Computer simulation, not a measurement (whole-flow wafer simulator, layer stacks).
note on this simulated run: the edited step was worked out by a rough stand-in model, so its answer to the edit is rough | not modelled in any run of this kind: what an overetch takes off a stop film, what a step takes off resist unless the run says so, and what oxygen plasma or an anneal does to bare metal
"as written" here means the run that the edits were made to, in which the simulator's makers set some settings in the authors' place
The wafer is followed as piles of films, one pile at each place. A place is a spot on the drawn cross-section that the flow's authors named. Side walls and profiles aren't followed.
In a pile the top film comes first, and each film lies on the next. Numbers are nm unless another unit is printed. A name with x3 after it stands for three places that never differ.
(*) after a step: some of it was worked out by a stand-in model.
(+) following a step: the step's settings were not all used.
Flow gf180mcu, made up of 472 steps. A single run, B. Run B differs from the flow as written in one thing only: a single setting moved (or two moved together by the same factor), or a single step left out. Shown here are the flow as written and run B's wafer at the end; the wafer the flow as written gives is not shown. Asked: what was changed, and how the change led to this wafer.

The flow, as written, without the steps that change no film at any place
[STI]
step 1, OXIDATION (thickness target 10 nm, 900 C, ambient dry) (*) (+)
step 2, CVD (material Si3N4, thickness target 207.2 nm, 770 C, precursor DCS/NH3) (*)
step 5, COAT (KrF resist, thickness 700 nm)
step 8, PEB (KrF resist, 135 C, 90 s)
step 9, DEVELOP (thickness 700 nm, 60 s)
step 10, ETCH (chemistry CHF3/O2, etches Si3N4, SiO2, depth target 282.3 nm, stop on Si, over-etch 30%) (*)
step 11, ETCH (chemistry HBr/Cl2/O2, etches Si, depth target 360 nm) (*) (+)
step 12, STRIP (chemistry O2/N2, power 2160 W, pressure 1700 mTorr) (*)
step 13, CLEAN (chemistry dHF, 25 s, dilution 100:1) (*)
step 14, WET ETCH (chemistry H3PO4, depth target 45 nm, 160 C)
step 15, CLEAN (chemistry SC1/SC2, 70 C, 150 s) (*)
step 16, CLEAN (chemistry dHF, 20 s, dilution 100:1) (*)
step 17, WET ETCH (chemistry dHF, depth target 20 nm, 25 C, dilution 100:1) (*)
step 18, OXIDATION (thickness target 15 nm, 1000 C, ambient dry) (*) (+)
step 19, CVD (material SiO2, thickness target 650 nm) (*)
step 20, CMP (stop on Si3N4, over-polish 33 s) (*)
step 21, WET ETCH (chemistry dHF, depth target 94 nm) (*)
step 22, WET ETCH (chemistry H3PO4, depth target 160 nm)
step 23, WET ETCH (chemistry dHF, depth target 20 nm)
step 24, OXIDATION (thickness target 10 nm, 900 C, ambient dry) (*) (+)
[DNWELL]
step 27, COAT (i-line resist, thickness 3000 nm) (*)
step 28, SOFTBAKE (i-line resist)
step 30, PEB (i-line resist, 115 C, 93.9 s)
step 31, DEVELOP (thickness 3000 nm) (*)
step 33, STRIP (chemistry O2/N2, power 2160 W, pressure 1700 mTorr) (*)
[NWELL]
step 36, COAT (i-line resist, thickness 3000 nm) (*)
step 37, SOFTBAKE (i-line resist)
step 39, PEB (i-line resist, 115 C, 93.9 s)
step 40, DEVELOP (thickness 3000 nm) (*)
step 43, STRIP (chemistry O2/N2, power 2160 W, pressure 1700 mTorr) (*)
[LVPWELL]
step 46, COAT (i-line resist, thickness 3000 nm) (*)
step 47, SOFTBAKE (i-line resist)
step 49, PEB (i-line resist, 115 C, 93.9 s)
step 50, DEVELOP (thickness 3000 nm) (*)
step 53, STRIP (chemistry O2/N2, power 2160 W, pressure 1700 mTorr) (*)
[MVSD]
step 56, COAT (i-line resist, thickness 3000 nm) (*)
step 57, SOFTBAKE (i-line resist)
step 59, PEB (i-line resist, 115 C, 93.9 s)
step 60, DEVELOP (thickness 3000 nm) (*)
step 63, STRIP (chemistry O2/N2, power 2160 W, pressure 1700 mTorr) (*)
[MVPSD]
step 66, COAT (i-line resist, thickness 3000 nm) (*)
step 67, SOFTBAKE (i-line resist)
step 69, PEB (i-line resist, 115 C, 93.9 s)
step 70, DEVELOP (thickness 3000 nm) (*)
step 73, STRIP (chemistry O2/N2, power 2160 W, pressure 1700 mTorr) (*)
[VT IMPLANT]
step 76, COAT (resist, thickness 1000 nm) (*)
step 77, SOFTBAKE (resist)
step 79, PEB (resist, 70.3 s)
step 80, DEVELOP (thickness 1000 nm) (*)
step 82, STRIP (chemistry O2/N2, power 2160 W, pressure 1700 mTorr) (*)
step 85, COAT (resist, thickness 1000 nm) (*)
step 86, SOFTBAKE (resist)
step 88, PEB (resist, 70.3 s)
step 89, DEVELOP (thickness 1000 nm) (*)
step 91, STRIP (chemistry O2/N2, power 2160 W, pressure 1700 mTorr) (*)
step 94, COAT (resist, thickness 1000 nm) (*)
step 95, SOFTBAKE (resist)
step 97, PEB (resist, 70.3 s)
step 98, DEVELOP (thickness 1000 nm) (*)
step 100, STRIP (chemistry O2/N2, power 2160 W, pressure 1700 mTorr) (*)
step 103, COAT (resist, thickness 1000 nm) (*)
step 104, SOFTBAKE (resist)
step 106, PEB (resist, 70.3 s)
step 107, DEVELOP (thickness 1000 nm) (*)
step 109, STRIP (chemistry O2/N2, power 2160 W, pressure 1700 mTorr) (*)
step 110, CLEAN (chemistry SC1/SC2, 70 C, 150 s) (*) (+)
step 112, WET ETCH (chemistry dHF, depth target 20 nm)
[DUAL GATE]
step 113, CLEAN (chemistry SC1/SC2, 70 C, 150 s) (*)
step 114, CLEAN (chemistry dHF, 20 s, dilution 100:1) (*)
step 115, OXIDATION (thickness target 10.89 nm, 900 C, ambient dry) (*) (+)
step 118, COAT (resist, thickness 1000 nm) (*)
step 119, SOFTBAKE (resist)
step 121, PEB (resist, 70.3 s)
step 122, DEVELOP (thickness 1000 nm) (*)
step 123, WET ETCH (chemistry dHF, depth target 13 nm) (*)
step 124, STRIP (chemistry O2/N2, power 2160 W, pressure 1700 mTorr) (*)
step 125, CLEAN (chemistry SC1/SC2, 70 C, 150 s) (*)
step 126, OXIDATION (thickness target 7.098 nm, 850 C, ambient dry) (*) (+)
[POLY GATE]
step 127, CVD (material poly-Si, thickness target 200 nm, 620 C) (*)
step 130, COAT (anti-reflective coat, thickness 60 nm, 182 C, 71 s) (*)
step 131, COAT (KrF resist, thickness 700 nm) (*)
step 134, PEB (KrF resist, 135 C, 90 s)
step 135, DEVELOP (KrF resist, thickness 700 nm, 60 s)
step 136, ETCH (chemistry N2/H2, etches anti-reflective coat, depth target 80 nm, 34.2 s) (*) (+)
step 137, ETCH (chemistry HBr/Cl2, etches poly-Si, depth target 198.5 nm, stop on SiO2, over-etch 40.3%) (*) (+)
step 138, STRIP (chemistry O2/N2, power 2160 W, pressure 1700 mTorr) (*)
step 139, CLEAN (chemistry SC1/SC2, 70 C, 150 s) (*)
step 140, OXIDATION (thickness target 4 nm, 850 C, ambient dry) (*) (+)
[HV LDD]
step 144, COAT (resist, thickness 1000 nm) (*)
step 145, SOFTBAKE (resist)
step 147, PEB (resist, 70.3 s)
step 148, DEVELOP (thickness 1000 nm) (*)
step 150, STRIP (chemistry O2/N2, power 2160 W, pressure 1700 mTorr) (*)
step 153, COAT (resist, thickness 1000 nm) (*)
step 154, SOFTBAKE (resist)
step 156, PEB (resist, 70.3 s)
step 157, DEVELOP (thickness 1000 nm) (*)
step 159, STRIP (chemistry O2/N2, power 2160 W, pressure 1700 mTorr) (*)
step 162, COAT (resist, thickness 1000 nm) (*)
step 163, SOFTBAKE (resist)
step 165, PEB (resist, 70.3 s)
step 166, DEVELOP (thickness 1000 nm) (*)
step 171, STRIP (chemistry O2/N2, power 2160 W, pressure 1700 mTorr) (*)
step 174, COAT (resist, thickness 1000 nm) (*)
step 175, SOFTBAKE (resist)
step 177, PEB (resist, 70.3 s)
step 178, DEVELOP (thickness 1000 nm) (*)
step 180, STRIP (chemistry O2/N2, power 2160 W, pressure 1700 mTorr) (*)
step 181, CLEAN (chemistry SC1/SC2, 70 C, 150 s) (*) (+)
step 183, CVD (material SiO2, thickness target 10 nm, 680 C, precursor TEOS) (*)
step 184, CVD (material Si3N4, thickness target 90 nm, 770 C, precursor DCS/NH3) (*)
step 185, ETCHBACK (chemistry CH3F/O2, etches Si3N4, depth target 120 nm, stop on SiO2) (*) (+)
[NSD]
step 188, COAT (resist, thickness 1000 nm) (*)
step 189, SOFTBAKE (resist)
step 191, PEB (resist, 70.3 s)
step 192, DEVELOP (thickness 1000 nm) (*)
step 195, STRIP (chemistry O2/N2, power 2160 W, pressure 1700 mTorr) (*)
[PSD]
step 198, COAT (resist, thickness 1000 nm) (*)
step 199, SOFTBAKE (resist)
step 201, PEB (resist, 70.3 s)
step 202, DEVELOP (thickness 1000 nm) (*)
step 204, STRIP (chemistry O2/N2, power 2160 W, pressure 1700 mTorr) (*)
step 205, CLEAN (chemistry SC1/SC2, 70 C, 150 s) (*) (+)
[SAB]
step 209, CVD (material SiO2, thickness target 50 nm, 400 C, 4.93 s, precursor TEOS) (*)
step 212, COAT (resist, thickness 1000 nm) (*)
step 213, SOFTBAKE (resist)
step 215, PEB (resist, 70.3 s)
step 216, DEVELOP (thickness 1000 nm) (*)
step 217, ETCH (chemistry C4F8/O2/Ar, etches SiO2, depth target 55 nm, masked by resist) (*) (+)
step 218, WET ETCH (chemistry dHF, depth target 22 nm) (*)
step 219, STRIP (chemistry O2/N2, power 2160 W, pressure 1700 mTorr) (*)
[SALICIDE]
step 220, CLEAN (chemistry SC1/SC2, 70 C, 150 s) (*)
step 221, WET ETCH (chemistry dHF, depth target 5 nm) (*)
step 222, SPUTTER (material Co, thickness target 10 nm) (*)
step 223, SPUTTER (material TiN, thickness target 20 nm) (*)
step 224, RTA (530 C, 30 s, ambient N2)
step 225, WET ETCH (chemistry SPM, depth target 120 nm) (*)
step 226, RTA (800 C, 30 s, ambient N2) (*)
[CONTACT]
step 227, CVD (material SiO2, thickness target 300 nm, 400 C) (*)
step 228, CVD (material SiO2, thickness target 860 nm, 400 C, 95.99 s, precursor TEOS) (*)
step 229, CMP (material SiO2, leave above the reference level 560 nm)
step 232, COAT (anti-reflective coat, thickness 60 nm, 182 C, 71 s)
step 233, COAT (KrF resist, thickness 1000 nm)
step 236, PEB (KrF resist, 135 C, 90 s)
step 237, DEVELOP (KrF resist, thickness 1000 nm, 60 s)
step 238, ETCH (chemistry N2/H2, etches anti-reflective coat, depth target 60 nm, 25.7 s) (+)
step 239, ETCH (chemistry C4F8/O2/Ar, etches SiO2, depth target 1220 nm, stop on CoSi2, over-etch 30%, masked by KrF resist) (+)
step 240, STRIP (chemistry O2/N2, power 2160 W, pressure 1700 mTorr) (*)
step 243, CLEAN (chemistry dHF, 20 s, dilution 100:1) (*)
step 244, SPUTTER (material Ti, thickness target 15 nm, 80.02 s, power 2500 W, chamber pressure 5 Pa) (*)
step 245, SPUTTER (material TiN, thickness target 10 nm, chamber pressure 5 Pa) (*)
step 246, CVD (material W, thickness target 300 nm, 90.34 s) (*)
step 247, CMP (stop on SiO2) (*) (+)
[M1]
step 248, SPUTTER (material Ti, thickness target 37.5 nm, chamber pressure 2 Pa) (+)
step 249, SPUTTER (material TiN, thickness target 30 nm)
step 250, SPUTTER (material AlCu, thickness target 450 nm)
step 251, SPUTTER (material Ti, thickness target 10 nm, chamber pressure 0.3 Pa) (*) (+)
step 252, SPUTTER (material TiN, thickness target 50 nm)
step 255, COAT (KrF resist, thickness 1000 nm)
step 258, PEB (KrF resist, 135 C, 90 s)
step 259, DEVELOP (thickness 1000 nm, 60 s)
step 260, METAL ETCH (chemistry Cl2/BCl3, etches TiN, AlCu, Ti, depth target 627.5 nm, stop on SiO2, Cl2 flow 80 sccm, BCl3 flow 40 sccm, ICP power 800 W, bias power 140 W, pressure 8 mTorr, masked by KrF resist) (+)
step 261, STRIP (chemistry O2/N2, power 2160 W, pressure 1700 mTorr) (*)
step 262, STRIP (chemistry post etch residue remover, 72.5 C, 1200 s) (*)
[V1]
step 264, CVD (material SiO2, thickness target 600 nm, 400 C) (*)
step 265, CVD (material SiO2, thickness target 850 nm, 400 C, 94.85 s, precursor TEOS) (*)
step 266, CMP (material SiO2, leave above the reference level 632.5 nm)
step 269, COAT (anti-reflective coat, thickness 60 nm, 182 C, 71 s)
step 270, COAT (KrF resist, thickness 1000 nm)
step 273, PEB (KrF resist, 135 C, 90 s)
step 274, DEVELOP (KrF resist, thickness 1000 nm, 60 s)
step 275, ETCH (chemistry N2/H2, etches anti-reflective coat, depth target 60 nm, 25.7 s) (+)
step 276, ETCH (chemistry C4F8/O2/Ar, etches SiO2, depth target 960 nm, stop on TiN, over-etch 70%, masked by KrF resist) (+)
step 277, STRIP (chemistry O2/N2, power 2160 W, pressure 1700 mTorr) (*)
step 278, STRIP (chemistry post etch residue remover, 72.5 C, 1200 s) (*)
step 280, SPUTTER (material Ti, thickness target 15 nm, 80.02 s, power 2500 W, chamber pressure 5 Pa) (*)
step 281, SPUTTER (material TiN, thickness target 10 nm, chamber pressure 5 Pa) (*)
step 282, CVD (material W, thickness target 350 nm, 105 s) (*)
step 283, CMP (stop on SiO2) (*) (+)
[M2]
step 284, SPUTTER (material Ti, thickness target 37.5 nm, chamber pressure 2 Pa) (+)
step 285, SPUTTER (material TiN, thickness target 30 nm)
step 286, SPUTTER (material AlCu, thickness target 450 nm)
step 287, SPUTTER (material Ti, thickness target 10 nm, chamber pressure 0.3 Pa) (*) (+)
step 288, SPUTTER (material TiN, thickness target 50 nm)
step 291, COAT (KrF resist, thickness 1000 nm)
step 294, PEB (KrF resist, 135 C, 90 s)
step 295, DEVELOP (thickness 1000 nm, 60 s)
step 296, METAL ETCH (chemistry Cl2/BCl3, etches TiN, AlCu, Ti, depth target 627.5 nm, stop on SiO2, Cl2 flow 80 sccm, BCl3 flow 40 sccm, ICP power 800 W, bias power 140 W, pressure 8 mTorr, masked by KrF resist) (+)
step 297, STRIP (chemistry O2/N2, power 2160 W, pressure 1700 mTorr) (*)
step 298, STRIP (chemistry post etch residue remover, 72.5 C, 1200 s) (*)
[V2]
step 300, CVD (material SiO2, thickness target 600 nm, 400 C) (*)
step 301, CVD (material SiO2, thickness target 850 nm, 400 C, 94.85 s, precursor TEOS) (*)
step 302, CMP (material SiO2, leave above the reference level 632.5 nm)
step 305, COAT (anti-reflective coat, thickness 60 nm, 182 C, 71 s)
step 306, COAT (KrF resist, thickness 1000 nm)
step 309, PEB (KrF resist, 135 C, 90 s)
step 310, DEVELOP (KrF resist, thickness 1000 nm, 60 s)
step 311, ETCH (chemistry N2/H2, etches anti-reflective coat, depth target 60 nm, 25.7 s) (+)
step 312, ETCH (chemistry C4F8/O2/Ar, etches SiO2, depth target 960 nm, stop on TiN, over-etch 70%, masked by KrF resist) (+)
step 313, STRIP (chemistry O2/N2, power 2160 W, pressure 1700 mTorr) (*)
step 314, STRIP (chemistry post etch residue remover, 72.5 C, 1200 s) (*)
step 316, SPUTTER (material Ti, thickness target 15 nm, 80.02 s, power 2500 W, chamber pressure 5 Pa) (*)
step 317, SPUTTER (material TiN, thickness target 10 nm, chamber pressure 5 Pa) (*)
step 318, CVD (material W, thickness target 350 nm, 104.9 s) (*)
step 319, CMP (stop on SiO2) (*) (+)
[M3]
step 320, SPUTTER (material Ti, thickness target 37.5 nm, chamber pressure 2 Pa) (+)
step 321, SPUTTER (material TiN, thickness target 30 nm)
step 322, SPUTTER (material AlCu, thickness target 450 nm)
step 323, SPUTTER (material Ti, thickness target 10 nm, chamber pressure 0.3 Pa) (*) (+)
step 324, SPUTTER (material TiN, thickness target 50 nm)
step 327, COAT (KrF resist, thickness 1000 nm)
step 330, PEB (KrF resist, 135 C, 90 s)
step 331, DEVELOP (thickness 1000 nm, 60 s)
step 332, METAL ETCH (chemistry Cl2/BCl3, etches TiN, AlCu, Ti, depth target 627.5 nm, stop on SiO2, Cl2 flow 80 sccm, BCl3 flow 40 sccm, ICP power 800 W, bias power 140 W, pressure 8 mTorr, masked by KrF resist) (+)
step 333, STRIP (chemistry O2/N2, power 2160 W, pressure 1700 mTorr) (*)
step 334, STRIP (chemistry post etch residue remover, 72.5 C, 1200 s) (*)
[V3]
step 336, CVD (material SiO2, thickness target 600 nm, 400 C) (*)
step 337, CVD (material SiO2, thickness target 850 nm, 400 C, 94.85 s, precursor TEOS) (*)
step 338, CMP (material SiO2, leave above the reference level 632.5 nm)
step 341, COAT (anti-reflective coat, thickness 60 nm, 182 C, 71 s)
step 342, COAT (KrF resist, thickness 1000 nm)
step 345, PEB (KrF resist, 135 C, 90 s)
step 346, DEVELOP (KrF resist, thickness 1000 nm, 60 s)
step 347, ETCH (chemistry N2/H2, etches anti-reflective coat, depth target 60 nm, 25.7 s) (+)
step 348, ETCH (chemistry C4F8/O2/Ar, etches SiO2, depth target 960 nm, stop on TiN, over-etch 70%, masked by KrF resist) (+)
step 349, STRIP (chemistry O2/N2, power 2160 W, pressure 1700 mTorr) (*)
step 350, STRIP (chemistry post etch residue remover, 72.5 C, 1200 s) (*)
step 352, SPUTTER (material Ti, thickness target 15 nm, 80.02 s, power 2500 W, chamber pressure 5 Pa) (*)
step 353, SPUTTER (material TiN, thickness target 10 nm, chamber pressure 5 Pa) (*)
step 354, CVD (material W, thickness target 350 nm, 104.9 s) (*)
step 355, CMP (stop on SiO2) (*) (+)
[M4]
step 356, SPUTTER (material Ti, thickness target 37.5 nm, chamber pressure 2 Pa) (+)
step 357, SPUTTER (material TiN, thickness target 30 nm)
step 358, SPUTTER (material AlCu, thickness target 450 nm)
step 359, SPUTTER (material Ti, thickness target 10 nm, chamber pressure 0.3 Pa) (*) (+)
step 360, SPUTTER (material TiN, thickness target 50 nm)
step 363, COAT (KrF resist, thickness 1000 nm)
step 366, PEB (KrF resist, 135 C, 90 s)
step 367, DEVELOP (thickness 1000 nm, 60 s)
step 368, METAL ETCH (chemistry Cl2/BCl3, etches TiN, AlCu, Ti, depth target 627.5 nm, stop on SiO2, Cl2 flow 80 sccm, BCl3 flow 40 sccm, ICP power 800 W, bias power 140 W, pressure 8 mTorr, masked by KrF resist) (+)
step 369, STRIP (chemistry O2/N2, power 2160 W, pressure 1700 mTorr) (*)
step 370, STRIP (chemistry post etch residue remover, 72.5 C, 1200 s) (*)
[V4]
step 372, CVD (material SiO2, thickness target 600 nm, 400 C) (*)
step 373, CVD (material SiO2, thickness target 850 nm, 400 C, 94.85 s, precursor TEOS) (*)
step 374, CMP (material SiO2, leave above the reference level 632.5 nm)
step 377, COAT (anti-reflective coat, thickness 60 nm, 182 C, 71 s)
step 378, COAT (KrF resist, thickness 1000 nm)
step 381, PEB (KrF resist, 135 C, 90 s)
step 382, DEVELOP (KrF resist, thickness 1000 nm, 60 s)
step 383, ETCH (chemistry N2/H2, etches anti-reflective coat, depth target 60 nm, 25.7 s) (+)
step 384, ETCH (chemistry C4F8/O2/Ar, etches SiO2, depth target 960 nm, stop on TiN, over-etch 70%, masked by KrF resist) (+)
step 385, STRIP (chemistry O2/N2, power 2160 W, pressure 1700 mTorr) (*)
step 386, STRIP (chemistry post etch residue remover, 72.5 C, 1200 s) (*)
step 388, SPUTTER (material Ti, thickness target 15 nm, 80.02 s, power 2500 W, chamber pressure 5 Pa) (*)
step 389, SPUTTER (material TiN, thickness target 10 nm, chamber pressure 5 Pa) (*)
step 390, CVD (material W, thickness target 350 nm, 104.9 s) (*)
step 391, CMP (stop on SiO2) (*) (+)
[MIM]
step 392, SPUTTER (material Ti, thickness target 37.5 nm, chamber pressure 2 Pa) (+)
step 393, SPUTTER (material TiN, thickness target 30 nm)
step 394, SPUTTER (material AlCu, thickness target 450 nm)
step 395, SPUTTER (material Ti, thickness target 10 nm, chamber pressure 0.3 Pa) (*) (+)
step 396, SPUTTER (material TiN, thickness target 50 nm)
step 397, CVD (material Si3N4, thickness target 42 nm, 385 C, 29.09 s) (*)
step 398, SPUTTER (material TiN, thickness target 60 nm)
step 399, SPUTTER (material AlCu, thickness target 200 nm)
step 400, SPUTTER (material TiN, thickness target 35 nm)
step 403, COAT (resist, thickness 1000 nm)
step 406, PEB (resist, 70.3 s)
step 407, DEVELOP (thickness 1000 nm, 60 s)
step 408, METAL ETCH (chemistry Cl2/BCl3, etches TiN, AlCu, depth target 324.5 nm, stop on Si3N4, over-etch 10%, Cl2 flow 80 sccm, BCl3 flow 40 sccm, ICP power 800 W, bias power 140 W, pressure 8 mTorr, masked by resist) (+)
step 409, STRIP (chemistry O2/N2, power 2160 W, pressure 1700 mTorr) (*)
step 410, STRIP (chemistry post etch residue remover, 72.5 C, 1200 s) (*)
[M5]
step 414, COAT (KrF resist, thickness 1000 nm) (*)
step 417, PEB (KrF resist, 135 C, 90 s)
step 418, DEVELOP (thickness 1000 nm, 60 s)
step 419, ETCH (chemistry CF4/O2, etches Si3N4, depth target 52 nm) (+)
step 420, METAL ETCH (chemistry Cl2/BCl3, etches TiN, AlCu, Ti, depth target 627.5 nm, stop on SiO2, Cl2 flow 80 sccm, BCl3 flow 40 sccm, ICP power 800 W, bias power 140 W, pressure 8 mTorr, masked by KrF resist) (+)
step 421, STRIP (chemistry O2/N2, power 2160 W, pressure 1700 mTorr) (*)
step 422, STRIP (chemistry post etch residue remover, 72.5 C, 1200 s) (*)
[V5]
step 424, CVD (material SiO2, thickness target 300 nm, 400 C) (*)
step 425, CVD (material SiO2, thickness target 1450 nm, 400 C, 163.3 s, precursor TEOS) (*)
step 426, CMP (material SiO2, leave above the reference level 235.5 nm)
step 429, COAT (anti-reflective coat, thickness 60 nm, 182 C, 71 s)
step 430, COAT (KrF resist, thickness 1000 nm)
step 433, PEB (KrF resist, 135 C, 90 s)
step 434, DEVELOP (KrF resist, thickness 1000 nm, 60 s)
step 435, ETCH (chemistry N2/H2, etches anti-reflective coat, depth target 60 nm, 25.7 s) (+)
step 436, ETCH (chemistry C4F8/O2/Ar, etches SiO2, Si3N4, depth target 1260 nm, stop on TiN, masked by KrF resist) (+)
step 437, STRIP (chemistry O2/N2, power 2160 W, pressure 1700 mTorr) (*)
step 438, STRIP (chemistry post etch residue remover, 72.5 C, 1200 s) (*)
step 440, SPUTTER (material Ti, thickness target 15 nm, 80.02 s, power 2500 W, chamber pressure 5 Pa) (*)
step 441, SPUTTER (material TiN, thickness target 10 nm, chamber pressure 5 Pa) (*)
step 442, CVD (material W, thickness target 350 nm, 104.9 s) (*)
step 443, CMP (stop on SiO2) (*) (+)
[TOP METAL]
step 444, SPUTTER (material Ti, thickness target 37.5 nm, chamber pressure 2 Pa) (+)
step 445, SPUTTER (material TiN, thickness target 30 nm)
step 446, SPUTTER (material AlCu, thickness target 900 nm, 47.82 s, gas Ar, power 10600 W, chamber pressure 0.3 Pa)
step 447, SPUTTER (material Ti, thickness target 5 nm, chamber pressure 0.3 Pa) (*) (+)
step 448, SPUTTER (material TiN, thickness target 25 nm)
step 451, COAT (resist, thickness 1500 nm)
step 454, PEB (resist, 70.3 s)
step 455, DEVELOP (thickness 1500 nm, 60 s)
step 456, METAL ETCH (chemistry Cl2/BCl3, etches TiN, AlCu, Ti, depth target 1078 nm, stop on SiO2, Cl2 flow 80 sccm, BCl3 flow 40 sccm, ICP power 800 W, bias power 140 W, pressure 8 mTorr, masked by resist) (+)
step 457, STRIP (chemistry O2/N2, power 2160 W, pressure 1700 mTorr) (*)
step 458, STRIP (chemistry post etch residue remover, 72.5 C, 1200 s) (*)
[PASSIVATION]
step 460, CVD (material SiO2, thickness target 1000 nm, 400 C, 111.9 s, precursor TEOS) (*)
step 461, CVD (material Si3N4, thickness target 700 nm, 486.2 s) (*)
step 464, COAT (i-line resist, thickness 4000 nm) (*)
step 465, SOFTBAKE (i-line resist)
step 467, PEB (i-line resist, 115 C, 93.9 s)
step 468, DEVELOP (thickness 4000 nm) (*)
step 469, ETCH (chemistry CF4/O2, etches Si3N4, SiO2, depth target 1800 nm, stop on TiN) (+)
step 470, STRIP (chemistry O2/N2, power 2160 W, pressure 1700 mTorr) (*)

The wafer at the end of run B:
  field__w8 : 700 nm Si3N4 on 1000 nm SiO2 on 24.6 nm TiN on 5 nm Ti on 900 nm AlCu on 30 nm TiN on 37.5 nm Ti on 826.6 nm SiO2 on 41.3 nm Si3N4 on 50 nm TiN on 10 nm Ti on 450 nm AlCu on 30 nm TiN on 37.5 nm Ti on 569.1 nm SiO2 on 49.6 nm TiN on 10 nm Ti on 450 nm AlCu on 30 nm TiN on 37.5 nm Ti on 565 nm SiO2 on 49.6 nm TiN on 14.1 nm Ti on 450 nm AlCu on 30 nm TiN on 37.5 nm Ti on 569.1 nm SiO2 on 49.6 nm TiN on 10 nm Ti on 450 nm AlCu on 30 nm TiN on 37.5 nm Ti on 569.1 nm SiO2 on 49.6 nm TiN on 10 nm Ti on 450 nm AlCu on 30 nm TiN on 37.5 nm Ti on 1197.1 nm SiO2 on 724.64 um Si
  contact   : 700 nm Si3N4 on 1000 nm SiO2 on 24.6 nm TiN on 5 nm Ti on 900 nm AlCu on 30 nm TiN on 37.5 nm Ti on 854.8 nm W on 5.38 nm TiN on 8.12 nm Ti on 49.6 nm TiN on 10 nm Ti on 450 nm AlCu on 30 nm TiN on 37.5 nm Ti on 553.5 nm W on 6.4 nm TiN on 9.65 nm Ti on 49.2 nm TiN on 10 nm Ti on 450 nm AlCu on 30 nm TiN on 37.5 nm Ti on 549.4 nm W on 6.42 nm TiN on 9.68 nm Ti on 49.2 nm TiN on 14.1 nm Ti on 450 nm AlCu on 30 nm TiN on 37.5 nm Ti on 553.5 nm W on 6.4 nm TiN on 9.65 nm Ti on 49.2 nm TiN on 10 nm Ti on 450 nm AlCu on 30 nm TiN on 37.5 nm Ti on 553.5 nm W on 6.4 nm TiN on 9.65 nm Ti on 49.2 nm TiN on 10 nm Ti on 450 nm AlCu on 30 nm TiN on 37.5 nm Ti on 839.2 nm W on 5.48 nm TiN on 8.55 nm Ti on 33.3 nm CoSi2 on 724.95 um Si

The reason: step 323, SPUTTER: thickness target 14.1 nm was run, while the flow as written has thickness target 10 nm.
One can read it off the wafer: field__w8 has Ti 14.1, and step 323 as written asks for 10 nm.

Step by step, how the change led to this:
  step 323, SPUTTER (material Ti, thickness target 10 nm, chamber pressure 0.3 Pa) (*) (+)
      field, field__w1, field__w2 and 108 more: +14.1 Ti (new film) (as written it would have been: +10 Ti (new film))
  step 332, METAL ETCH (chemistry Cl2/BCl3, etches TiN, AlCu, Ti, depth target 627.5 nm, stop on SiO2, Cl2 flow 80 sccm, BCl3 flow 40 sccm, ICP power 800 W, bias power 140 W, pressure 8 mTorr, masked by KrF resist) (+)
      field, field__w1, field__w2 and 103 more: -50 TiN (all of it), -14.1 Ti (all of it), -450 AlCu (all of it), -30 TiN (all of it), -37.5 Ti (all of it) (as written it would have been: -50 TiN (all of it), -10 Ti (all of it), -450 AlCu (all of it), -30 TiN (all of it), -37.5 Ti (all of it))
